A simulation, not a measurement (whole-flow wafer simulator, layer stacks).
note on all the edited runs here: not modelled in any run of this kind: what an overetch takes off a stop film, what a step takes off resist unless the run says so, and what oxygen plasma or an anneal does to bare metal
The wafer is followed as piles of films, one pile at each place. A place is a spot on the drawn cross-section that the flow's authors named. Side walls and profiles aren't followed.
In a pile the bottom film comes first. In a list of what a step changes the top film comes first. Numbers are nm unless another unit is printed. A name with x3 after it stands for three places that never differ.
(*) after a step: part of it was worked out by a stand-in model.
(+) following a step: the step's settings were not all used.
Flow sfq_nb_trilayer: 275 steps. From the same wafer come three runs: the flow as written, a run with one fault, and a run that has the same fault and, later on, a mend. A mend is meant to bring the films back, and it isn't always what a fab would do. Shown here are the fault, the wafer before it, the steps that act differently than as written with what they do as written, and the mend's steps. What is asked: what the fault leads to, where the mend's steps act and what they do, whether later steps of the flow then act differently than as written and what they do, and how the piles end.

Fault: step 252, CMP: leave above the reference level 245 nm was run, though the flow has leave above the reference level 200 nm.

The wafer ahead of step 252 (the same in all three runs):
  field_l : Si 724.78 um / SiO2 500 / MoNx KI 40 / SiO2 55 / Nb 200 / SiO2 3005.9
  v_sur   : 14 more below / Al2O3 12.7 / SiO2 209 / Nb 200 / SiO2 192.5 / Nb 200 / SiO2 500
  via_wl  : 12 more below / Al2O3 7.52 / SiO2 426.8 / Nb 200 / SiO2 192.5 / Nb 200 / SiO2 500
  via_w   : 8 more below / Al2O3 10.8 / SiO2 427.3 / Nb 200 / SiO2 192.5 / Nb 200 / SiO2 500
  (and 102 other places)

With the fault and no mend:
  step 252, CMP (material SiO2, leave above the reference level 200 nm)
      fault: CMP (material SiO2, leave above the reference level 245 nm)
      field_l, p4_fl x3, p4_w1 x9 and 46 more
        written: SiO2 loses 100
        fault: SiO2 loses 55
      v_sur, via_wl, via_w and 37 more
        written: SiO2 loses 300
        fault: SiO2 loses 255
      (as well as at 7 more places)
  Steps further on in the flow that do not act as written (3 other steps are not shown; they differ only slightly, by no more than 2% or 0.5 nm, whichever is larger):
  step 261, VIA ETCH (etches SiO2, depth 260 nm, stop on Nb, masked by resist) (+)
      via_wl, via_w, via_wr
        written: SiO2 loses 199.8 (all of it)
        fault: SiO2 loses 244.8 (all of it)
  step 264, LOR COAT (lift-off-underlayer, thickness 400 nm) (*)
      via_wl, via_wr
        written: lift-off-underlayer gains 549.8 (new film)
        fault: lift-off-underlayer gains 583.5 (new film)
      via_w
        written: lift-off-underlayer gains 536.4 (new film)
        fault: lift-off-underlayer gains 567.1 (new film)
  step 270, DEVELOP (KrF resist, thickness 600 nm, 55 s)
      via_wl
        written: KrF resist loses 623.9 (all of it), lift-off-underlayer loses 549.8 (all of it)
        fault: KrF resist loses 629.5 (all of it), lift-off-underlayer loses 583.5 (all of it)
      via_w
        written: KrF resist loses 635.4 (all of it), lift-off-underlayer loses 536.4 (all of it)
        fault: KrF resist loses 643.7 (all of it), lift-off-underlayer loses 567.1 (all of it)
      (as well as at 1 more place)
  The piles end different from the flow's at v_sur, via_sp, via_v and 83 more by more than 2% or 0.5 nm, whichever is larger.
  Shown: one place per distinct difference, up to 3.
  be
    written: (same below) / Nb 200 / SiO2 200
    fault: (same below) / Nb 200 / SiO2 245
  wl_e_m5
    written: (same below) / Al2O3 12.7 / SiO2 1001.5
    fault: (same below) / Al2O3 12.7 / SiO2 1046.5
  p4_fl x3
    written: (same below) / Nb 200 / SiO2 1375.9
    fault: (same below) / Nb 200 / SiO2 1420.9

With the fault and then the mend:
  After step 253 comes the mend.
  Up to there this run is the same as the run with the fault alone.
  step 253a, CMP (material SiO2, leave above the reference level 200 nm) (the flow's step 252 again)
      field_l, v_sur, via_wl and 103 more
        SiO2 loses 45
  Every later step of the flow that is run acts as written at every place that is followed.
  By the end, the piles equal the flow's at every place that both follow.
